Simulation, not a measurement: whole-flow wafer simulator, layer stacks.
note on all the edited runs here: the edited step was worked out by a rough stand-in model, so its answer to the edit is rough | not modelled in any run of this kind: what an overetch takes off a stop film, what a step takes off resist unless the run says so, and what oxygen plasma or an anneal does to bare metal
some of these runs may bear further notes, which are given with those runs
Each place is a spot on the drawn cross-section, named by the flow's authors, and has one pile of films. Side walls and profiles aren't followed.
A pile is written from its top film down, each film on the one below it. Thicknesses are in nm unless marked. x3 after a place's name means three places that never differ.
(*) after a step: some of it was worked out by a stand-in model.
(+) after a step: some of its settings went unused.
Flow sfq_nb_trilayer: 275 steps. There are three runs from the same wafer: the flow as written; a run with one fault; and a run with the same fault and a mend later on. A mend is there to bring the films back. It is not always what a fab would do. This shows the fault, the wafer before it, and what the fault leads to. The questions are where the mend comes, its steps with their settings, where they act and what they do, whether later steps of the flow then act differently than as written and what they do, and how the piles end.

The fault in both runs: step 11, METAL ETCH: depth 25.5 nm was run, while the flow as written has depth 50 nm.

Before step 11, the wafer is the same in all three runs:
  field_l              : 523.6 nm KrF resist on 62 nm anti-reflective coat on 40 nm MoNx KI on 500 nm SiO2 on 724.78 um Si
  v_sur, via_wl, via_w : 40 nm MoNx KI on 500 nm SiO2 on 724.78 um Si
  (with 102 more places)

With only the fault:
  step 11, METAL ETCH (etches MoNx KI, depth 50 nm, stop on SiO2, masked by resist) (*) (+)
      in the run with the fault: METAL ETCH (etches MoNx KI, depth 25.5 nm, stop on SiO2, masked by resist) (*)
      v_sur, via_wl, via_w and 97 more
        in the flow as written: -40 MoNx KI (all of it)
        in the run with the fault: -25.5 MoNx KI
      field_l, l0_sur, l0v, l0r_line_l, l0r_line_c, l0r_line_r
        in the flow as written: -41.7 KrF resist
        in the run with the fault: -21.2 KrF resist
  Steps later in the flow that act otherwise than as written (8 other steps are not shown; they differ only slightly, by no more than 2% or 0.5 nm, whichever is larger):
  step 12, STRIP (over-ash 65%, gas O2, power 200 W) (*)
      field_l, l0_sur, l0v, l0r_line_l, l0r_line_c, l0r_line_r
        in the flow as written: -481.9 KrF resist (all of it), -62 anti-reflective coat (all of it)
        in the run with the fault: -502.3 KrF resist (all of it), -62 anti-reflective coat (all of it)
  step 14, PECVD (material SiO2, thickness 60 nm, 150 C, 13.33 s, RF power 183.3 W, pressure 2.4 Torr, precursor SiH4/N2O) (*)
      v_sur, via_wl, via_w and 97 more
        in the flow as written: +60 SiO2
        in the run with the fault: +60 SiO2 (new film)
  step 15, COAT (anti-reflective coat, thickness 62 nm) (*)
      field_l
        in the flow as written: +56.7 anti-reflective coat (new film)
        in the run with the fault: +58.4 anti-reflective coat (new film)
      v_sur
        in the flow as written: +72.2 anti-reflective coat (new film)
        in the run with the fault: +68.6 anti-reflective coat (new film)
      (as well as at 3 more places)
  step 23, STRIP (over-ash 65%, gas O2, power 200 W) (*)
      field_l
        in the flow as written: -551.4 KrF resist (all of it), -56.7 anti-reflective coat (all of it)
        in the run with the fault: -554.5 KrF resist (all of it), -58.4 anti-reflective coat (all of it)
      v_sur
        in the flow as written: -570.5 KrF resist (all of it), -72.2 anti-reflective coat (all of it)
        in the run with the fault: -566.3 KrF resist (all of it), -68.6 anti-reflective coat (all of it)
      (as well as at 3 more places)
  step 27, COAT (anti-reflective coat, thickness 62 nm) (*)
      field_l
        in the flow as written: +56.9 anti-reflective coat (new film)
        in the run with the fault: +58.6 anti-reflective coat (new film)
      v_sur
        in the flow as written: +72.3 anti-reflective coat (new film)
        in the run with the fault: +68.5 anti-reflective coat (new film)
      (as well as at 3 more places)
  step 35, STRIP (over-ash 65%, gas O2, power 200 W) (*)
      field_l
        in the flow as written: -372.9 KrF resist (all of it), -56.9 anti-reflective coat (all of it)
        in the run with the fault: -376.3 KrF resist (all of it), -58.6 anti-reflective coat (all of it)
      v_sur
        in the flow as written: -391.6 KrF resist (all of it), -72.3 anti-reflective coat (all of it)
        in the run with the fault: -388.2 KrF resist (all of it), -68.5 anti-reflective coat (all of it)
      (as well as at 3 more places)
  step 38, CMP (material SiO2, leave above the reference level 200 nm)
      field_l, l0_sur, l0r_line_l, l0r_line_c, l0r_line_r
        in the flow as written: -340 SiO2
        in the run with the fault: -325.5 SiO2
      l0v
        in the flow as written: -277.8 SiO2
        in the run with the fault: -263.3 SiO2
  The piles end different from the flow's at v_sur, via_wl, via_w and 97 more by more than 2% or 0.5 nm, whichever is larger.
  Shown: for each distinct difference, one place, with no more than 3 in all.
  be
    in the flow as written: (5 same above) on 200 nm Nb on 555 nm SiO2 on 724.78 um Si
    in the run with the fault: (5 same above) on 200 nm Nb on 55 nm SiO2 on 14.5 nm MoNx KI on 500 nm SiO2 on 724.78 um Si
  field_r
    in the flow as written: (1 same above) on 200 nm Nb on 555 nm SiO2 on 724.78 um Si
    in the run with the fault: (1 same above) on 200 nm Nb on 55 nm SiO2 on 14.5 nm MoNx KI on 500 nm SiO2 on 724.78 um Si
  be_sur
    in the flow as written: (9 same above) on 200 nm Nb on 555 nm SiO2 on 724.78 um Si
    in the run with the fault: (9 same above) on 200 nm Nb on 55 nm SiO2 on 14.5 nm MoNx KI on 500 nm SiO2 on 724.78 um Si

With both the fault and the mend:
  The mend stands after step 12.
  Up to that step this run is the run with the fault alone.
  step 12a, COAT (anti-reflective coat, thickness 62 nm) (*) (the flow's step 4, run once more)
      p4_fl x3, p4_w1 x9, p4_g1 x2 and 59 more
        +62 anti-reflective coat (new film)
      be, be_sur, gap and 11 more
        +63.1 anti-reflective coat (new film)
      via_v, wire, lsp_l, ln_m5
        +63.2 anti-reflective coat (new film)
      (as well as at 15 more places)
  step 12b, COAT (KrF resist, thickness 600 nm) (*) (the flow's step 5, run once more)
      p4_fl x3, p4_w1 x9, p4_g1 x2 and 59 more
        +600 KrF resist (new film)
      gap, jj_sur, ce_l and 6 more
        +604.3 KrF resist (new film)
      be_sur, r_end, moat
        +604.4 KrF resist (new film)
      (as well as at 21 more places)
  step 12c, SOFTBAKE (KrF resist) (the flow's step 6, run once more)
      leaves every film unchanged at each place that is followed
  step 12d, EXPOSE (photomask L0, dose 11.59 mJ/cm2, NA 0.6, wavelength 248 nm) (*) (the flow's step 7, run once more)
      leaves every film unchanged at each place that is followed
  step 12e, PEB (KrF resist, 90 s) (the flow's step 8, run once more)
      p4_fl x3, p4_w1 x9, p4_g1 x2 and 62 more
        -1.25 KrF resist
      via_sp, via_v, wire and 16 more
        -1.26 KrF resist
      v_sur, via_wl, via_w, via_wr, lsp_m, ln_m6, lsp_r
        -1.27 KrF resist
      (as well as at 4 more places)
  step 12f, DEVELOP (KrF resist, thickness 600 nm, 60 s) (the flow's step 9, run once more)
      p4_fl x3, p4_w1 x9, p4_g1 x2 and 59 more
        -598.7 KrF resist (all of it)
      jj_sur, ce_l, c5j, ce_r, sp_r, be_r, r_sur
        -603 KrF resist (all of it)
      field_l, l0_sur, l0v, l0r_line_l, l0r_line_c, l0r_line_r
        -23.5 KrF resist
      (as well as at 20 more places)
  step 12g, METAL ETCH (etches anti-reflective coat, depth 125 nm, masked by resist) (*) (+) (the flow's step 10, run once more)
      p4_fl x3, p4_w1 x9, p4_g1 x2 and 59 more
        -62 anti-reflective coat (all of it)
      be, be_sur, gap and 11 more
        -63.1 anti-reflective coat (all of it)
      field_l, l0_sur, l0v, l0r_line_l, l0r_line_c, l0r_line_r
        -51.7 KrF resist
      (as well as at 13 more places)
  step 12h, METAL ETCH (etches MoNx KI, depth 24.5 nm, stop on SiO2, masked by resist) (+) (the flow's step 11, run once more with other settings)
      v_sur, via_wl, via_w and 97 more
        -14.5 MoNx KI (all of it)
      field_l, l0_sur, l0v, l0r_line_l, l0r_line_c, l0r_line_r
        -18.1 KrF resist
  step 12i, STRIP (over-ash 65%, gas O2, power 200 W) (*) (the flow's step 12, run once more)
      l0r_line_l, l0r_line_c, l0r_line_r
        -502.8 KrF resist (all of it), -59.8 anti-reflective coat (all of it)
      field_l
        -499.6 KrF resist (all of it), -58.3 anti-reflective coat (all of it)
      l0_sur
        -500.7 KrF resist (all of it), -56.4 anti-reflective coat (all of it)
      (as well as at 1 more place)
  Later steps of the flow that are run all act as written at every place that is followed.
  At every place that both follow, the piles at the end match the flow's.
